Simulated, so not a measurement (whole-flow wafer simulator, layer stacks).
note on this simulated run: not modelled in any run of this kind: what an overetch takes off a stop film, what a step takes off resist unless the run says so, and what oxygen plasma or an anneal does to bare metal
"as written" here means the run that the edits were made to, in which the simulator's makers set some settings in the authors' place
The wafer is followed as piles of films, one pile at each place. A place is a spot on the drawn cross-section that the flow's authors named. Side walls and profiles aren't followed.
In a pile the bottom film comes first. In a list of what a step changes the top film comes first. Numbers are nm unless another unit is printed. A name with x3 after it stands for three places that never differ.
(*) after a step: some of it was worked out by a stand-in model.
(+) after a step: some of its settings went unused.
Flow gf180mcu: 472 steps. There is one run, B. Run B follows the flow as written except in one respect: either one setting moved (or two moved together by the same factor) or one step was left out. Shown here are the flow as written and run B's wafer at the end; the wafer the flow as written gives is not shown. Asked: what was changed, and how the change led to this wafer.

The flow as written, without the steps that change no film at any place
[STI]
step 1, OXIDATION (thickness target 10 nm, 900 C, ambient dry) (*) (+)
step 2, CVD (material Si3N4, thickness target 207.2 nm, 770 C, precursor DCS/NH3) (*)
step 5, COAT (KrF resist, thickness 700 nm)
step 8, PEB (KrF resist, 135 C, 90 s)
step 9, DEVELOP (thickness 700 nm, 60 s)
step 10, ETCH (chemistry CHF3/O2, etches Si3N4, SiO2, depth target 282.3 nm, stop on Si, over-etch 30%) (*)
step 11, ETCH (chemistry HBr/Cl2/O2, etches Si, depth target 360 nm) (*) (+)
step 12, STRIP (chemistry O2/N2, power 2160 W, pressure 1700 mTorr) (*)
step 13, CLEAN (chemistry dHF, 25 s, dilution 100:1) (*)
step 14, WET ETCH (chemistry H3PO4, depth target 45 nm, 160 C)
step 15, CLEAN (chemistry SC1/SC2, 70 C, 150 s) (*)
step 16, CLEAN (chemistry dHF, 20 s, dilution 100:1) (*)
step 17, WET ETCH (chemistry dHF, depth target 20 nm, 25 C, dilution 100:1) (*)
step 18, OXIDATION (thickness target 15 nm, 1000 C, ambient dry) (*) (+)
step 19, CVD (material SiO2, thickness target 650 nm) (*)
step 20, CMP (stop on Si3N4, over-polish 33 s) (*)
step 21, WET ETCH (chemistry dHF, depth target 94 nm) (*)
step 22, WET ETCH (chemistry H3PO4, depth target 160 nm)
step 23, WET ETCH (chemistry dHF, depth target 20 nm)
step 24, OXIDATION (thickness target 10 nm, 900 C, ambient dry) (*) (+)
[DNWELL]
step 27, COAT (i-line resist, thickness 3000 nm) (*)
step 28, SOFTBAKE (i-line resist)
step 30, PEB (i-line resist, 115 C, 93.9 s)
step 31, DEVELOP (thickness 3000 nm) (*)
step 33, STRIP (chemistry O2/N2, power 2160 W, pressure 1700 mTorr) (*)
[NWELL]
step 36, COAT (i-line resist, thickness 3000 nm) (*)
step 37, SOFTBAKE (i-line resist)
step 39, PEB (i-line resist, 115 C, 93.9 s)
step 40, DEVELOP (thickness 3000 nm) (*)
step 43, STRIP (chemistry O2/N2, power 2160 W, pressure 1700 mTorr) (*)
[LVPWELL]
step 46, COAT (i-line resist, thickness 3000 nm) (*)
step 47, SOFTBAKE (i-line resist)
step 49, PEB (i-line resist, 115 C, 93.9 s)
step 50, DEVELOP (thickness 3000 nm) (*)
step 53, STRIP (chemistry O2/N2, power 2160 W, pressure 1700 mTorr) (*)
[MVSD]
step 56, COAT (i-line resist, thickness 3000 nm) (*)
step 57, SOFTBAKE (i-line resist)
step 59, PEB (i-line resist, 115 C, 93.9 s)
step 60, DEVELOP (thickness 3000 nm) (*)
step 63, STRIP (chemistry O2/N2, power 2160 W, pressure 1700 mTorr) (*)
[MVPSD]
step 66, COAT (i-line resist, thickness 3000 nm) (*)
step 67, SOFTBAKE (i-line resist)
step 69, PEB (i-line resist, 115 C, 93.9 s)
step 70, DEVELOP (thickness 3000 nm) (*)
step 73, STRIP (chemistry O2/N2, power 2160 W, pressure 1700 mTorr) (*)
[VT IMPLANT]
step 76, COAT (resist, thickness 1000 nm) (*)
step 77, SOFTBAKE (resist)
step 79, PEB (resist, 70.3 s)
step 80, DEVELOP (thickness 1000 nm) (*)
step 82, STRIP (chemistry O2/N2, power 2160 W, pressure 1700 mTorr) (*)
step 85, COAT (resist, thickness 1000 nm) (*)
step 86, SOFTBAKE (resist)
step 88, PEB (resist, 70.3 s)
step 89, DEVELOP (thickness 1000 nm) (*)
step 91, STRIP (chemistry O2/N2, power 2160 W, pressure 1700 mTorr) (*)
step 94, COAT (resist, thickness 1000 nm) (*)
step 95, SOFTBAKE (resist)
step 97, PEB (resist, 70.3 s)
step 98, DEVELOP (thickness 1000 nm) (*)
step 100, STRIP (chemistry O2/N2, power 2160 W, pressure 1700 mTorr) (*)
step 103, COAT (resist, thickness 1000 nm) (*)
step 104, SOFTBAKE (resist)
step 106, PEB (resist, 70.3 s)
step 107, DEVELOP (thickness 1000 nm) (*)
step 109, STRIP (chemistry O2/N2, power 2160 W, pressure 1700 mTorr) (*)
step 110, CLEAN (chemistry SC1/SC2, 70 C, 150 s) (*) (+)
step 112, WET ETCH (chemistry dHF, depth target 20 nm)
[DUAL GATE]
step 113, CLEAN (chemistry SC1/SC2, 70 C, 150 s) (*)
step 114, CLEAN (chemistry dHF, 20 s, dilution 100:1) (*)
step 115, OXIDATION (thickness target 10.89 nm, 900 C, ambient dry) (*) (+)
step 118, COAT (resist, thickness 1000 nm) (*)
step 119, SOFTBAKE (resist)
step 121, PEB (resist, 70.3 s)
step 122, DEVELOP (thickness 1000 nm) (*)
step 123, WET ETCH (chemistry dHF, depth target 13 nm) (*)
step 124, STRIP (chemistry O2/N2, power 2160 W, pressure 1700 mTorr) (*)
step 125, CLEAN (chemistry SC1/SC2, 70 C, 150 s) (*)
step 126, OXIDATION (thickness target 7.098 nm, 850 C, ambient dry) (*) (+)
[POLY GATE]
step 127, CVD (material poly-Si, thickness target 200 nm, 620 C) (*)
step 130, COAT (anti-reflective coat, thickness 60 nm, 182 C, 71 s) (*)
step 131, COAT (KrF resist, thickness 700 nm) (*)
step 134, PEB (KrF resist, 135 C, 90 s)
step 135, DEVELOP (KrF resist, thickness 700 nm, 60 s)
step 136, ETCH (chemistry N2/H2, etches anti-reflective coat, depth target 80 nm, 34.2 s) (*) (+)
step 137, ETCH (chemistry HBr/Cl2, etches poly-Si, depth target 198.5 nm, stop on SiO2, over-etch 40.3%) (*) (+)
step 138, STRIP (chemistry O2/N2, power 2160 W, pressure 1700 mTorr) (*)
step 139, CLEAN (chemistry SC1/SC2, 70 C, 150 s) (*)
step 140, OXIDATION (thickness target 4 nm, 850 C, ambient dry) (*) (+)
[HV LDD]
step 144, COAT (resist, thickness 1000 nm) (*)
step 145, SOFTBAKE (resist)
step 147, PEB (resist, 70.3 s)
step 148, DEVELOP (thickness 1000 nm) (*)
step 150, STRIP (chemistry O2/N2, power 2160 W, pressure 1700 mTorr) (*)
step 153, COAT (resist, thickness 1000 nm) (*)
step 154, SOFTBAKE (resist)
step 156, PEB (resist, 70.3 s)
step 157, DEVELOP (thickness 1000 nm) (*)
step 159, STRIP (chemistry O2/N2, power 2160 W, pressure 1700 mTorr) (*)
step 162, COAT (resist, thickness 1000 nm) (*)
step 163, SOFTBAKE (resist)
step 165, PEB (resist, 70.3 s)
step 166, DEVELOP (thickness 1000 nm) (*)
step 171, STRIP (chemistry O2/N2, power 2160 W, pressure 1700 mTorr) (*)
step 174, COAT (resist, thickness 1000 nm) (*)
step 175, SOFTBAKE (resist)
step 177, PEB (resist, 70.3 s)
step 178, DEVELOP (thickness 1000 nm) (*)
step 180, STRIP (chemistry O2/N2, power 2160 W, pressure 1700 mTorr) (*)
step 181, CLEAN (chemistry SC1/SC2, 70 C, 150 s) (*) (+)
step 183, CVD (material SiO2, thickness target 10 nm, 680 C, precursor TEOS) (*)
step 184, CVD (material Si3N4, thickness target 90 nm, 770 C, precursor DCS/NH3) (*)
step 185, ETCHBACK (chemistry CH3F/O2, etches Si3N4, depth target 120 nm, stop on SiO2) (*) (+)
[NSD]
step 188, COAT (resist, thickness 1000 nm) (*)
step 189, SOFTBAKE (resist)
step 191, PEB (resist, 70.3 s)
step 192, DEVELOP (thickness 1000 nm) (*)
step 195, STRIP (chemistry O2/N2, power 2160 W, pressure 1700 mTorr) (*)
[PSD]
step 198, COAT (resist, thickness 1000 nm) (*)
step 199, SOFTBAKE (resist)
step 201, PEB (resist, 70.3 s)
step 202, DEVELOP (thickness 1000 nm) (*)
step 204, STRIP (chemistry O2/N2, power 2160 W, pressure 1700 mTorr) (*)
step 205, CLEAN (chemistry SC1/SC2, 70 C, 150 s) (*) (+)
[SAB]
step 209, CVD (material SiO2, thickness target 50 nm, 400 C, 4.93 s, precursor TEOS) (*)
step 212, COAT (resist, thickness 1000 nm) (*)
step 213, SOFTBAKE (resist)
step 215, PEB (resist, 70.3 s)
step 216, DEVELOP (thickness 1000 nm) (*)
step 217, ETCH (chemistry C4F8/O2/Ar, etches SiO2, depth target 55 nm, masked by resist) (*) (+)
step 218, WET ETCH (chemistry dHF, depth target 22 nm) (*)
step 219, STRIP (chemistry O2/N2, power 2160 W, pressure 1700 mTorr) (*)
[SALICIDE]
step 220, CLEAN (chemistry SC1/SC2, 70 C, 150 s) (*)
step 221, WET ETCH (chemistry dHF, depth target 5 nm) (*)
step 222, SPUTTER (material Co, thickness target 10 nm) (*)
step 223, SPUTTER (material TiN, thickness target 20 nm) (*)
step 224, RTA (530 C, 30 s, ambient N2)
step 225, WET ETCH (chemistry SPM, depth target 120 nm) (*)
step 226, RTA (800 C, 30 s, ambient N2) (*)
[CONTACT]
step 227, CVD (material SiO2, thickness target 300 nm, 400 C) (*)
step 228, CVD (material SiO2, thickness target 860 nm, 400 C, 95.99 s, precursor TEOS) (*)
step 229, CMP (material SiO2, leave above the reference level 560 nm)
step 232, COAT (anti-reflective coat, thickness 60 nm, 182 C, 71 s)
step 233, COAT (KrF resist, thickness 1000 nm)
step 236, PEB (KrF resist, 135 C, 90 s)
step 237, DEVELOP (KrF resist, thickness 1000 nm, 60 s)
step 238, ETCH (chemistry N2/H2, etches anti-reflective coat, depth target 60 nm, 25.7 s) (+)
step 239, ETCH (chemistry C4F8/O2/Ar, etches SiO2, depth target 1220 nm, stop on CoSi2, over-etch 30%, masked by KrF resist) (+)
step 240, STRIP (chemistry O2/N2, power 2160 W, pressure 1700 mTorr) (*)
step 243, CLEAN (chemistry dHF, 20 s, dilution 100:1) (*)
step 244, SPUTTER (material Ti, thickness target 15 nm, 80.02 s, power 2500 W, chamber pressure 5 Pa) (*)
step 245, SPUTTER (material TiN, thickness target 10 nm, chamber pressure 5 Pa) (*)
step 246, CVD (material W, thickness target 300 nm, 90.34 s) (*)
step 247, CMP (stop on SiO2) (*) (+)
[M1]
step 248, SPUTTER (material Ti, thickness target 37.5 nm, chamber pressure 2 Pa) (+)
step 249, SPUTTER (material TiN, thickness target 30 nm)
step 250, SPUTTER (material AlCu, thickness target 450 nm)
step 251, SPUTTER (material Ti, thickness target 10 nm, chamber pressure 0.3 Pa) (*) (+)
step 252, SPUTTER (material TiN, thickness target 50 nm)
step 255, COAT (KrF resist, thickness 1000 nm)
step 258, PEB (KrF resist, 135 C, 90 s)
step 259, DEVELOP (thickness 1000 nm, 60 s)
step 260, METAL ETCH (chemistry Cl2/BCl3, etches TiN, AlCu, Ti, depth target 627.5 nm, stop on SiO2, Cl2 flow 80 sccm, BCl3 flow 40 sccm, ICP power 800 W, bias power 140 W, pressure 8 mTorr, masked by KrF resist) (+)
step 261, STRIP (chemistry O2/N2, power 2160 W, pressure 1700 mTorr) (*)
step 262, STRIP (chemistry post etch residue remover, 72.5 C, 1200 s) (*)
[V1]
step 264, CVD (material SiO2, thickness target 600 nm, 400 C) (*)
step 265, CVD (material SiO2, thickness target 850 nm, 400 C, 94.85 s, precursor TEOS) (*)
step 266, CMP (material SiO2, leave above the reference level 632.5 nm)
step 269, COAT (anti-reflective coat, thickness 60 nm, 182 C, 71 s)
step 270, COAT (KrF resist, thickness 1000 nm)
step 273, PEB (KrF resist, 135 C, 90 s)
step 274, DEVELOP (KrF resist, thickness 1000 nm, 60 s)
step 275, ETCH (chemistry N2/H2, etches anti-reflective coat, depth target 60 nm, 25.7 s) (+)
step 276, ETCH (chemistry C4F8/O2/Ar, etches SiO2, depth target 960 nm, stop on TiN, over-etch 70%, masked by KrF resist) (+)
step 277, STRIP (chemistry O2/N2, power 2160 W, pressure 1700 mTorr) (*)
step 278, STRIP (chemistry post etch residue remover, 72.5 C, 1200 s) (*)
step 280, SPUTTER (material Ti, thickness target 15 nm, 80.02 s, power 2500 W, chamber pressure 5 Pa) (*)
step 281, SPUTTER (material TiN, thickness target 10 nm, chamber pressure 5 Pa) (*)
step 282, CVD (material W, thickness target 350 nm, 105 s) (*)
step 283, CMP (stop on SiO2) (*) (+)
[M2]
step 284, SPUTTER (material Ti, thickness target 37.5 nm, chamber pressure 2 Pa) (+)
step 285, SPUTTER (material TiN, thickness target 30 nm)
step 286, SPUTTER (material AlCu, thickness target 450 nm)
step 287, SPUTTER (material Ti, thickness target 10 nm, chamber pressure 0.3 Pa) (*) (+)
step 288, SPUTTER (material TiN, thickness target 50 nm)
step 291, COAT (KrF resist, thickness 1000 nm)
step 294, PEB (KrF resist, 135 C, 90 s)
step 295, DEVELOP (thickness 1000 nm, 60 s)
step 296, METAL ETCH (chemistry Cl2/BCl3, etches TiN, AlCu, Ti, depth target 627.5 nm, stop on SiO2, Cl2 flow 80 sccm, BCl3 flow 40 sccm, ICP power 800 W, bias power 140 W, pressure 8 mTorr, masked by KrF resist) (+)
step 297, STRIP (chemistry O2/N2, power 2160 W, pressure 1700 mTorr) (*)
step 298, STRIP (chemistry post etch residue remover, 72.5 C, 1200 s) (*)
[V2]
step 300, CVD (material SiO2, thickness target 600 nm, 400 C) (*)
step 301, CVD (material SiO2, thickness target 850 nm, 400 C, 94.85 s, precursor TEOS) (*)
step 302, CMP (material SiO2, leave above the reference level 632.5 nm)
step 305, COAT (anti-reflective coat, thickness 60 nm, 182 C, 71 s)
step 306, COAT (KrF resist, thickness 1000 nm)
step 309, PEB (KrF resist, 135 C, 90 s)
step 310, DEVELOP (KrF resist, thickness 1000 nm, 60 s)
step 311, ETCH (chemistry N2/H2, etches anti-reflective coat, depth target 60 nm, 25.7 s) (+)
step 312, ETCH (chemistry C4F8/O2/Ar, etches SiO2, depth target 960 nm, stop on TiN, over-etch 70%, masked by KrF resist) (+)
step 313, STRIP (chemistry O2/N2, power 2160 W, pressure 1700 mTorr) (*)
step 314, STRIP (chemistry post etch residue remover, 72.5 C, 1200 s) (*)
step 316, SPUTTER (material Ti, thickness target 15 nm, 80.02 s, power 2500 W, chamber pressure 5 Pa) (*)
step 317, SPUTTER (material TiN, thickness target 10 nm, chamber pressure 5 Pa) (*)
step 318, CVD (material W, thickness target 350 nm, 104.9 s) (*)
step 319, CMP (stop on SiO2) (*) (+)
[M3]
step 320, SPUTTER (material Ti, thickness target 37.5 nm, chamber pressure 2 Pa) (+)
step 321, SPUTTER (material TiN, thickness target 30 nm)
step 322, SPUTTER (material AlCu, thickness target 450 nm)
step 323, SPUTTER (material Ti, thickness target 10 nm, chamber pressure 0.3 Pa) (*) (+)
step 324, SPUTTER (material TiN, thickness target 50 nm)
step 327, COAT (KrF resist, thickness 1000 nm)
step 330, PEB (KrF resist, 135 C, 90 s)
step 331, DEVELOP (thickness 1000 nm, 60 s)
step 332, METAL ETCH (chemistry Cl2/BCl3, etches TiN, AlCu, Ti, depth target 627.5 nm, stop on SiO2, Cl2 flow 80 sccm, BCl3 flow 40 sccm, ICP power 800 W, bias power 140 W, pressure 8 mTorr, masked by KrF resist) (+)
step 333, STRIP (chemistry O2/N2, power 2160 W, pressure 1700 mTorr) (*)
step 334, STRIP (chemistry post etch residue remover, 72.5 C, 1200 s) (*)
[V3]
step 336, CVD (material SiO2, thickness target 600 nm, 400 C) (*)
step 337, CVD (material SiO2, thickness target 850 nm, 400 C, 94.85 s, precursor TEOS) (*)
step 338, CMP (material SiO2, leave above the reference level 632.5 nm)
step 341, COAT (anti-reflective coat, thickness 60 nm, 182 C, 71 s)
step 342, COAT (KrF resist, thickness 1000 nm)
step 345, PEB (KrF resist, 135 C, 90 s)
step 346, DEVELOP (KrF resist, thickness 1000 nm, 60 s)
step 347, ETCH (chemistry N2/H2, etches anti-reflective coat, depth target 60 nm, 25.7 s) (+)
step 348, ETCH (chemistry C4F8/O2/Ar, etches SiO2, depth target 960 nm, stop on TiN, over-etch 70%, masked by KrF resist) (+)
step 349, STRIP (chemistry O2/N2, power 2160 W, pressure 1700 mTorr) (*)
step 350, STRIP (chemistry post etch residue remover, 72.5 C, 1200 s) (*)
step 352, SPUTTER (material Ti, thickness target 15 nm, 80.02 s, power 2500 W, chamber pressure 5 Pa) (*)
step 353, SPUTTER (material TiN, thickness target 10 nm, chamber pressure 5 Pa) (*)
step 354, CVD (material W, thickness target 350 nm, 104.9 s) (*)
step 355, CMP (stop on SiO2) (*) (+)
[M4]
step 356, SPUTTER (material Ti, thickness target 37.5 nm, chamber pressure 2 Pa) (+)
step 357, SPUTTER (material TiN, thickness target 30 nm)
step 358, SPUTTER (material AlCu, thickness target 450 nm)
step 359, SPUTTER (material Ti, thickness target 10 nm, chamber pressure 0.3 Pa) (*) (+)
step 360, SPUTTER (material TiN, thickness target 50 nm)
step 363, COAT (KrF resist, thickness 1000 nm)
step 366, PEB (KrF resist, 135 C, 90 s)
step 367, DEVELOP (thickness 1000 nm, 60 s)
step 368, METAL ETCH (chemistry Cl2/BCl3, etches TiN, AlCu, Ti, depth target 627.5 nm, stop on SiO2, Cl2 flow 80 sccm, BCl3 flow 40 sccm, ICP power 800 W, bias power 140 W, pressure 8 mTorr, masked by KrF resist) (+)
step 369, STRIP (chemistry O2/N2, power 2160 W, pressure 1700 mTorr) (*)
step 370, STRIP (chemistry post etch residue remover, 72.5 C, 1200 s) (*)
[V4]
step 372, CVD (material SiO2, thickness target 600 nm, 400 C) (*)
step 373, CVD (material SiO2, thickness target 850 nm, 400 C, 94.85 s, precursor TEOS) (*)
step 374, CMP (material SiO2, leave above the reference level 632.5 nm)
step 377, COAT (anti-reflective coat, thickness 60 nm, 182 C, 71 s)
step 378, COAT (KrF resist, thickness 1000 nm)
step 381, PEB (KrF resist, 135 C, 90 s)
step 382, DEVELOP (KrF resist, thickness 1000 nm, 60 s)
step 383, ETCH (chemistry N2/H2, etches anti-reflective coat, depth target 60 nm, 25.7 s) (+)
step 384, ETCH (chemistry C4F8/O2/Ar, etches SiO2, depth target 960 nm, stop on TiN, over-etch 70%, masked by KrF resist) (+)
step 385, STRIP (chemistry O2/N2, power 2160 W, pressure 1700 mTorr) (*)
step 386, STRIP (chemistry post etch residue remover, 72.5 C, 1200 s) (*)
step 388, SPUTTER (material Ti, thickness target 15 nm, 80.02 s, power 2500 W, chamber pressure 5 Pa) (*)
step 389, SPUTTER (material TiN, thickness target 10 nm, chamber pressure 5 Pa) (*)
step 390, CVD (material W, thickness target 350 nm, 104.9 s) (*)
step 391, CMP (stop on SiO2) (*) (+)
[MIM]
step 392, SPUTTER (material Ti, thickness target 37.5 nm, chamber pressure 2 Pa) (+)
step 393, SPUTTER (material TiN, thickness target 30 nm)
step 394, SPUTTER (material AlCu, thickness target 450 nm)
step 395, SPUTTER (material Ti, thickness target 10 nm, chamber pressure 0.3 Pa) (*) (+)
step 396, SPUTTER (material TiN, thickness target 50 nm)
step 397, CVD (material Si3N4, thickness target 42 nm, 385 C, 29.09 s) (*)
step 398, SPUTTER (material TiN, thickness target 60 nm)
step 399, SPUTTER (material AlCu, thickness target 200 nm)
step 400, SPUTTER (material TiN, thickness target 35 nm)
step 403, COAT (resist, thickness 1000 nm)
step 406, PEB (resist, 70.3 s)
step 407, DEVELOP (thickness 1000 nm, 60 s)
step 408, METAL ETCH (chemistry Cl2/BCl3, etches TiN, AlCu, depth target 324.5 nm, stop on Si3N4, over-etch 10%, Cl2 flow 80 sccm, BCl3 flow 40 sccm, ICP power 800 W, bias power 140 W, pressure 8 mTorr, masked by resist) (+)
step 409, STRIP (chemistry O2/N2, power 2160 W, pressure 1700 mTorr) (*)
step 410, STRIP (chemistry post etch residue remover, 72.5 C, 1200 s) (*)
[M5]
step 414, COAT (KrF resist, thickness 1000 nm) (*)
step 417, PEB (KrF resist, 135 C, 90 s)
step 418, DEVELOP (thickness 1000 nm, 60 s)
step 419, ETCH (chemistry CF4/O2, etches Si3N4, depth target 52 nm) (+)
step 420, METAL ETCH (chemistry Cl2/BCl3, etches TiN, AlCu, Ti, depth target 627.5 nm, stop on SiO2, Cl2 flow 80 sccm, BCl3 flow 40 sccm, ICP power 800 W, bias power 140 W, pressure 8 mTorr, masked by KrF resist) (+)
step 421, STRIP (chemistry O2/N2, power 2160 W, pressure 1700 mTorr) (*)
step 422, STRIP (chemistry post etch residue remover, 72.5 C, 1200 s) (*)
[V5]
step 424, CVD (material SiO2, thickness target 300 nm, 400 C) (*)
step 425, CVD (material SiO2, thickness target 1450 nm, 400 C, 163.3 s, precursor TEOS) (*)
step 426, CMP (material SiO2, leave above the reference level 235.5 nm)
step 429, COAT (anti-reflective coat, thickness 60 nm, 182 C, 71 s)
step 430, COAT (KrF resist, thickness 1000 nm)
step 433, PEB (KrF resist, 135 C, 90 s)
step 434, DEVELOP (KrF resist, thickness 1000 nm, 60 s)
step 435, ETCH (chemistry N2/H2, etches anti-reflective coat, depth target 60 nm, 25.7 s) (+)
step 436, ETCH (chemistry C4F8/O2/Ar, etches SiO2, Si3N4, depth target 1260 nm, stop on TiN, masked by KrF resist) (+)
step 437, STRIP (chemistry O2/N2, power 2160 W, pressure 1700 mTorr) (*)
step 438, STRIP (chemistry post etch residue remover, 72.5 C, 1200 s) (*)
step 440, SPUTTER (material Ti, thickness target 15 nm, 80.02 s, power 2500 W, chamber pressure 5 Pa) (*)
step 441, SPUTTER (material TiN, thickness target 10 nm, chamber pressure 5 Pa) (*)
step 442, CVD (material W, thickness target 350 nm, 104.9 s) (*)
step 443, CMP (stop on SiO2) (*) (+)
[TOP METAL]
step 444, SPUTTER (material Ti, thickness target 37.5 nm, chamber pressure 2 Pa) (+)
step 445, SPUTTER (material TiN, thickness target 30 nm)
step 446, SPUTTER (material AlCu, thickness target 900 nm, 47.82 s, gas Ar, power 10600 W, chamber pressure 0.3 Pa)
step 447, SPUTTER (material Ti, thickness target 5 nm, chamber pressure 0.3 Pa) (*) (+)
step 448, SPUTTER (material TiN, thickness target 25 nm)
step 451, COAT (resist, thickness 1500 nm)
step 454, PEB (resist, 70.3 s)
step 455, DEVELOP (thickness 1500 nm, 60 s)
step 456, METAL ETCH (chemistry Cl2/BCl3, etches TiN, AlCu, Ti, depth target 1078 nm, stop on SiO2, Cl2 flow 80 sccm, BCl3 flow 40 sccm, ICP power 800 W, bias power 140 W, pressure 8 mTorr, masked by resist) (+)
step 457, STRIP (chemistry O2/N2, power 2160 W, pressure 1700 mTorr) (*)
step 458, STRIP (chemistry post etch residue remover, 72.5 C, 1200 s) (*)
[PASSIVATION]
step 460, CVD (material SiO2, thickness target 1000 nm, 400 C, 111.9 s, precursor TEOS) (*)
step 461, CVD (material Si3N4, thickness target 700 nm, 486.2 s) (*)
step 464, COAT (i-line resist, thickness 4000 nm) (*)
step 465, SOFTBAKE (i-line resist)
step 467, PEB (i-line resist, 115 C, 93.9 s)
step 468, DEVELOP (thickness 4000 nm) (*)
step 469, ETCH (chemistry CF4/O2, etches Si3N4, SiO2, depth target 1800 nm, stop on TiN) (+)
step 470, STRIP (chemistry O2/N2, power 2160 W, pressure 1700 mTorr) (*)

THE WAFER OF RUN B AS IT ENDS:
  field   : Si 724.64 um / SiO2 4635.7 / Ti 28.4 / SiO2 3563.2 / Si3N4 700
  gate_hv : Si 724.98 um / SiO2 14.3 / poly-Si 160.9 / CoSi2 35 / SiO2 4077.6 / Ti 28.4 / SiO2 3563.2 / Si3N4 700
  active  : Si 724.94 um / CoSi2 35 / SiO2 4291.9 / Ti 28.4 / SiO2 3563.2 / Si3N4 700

The reason: step 368, METAL ETCH: depth target 549.1 nm was run, whereas the flow has depth target 627.5 nm.

The path from the change to this, step by step:
  step 368, METAL ETCH (chemistry Cl2/BCl3, etches TiN, AlCu, Ti, depth target 627.5 nm, stop on SiO2, Cl2 flow 80 sccm, BCl3 flow 40 sccm, ICP power 800 W, bias power 140 W, pressure 8 mTorr, masked by KrF resist) (+)
      field, field__w1, field__w2 and 103 more: -50 TiN (all of it), -10 Ti (all of it), -450 AlCu (all of it), -30 TiN (all of it), -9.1 Ti (as written it would have been: -50 TiN (all of it), -10 Ti (all of it), -450 AlCu (all of it), -30 TiN (all of it), -37.5 Ti (all of it))
      field__w8, contact, m1, m1__w1, m1_nw: -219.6 KrF resist (as written it would have been: -251 KrF resist)
  step 369, STRIP (chemistry O2/N2, power 2160 W, pressure 1700 mTorr) (*)
      field__w8, contact, m1, m1__w1, m1_nw: -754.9 KrF resist (all of it) (as written it would have been: -723.5 KrF resist (all of it))
  step 372, CVD (material SiO2, thickness target 600 nm, 400 C) (*)
      field, field__w1, field__w2 and 103 more: +600 SiO2 (new film) (as written it would have been: +600 SiO2)
  step 374, CMP (material SiO2, leave above the reference level 632.5 nm)
      field, field__w1, field__w2 and 103 more: -328.4 SiO2 (as written it would have been: -300 SiO2)
If metal films that touch count as one body, field has 1 body; the flow as written gives 0 bodies.
If metal films that touch count as one body, gate_hv has 2 bodies (between them, from the top down: SiO2 4077.6); the flow as written gives 1 body.
If metal films that touch count as one body, active has 2 bodies (between them, from the top down: SiO2 4291.9); the flow as written gives 1 body.
